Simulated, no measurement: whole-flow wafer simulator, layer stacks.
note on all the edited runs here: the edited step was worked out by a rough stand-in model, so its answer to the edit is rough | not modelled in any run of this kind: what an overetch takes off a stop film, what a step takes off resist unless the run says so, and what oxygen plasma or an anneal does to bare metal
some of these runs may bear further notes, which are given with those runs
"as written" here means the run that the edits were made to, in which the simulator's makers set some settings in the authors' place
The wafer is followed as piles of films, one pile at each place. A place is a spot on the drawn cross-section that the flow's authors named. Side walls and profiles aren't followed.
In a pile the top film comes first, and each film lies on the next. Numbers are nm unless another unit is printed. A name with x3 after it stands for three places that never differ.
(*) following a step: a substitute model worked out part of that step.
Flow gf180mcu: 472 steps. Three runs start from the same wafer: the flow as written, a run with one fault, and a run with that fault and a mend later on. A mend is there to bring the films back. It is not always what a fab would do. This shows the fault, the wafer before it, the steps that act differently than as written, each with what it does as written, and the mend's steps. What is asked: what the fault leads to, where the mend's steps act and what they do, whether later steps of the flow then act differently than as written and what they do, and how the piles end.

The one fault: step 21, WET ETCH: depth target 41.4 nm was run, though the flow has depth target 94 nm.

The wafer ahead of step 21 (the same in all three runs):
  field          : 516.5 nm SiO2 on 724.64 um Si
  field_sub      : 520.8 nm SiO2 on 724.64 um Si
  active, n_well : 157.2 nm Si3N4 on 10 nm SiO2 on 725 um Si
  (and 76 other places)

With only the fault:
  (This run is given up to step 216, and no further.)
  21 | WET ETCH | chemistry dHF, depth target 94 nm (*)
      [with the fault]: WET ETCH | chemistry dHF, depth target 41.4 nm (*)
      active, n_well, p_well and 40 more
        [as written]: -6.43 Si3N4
        [with the fault]: -2.88 Si3N4
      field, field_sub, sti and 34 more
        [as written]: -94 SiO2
        [with the fault]: -41.4 SiO2
  Later steps of the flow acting differently than as written (not shown: 29 more steps that differ only slightly, by at most 2% or 0.5 nm, whichever is larger):
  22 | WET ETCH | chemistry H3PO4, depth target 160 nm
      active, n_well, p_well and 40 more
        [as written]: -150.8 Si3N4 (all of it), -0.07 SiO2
        [with the fault]: -154.3 Si3N4 (all of it), -0.04 SiO2
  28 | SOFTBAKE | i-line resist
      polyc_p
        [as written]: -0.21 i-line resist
        [with the fault]: +0.47 i-line resist
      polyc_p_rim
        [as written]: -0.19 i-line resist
        [with the fault]: +0.53 i-line resist
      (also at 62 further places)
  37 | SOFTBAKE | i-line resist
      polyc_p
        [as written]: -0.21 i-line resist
        [with the fault]: +0.47 i-line resist
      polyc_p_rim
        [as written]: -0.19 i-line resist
        [with the fault]: +0.53 i-line resist
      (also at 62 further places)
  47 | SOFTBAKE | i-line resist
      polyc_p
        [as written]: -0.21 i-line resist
        [with the fault]: +0.47 i-line resist
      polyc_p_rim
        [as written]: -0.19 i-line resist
        [with the fault]: +0.53 i-line resist
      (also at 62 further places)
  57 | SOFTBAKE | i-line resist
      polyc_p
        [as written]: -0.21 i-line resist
        [with the fault]: +0.47 i-line resist
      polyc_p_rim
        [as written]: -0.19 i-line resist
        [with the fault]: +0.53 i-line resist
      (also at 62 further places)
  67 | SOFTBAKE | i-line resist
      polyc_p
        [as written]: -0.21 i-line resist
        [with the fault]: +0.47 i-line resist
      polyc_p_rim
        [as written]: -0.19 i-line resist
        [with the fault]: +0.53 i-line resist
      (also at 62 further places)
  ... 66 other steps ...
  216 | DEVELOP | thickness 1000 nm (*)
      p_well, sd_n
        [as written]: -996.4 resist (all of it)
        [with the fault]: -1045.4 resist (all of it)
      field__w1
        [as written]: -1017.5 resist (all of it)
        [with the fault]: -994.5 resist (all of it)
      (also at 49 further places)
  Once step 216 is done, the piles at field, field__w1, field__w2 and 73 more depart from the flow's by more than 2% or 0.5 nm, whichever is larger.
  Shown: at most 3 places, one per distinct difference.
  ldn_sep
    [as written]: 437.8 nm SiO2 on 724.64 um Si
    [with the fault]: 490.1 nm SiO2 on 724.64 um Si
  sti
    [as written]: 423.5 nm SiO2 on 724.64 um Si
    [with the fault]: 475.9 nm SiO2 on 724.64 um Si
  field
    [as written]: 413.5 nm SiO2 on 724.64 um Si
    [with the fault]: 465.8 nm SiO2 on 724.64 um Si

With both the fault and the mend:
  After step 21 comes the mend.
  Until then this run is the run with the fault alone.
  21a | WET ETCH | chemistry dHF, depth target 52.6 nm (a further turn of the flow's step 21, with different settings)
      field, field_sub, sti and 34 more
        -52.6 SiO2
  Later steps of the flow acting differently than as written (not shown: 11 more steps that differ only slightly, by at most 2% or 0.5 nm, whichever is larger):
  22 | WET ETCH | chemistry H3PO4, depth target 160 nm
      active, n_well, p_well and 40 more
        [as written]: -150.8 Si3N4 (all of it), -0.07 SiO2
        [with the mend]: -154.3 Si3N4 (all of it), -0.04 SiO2
  At every place that both follow, the piles at the end match the flow's.
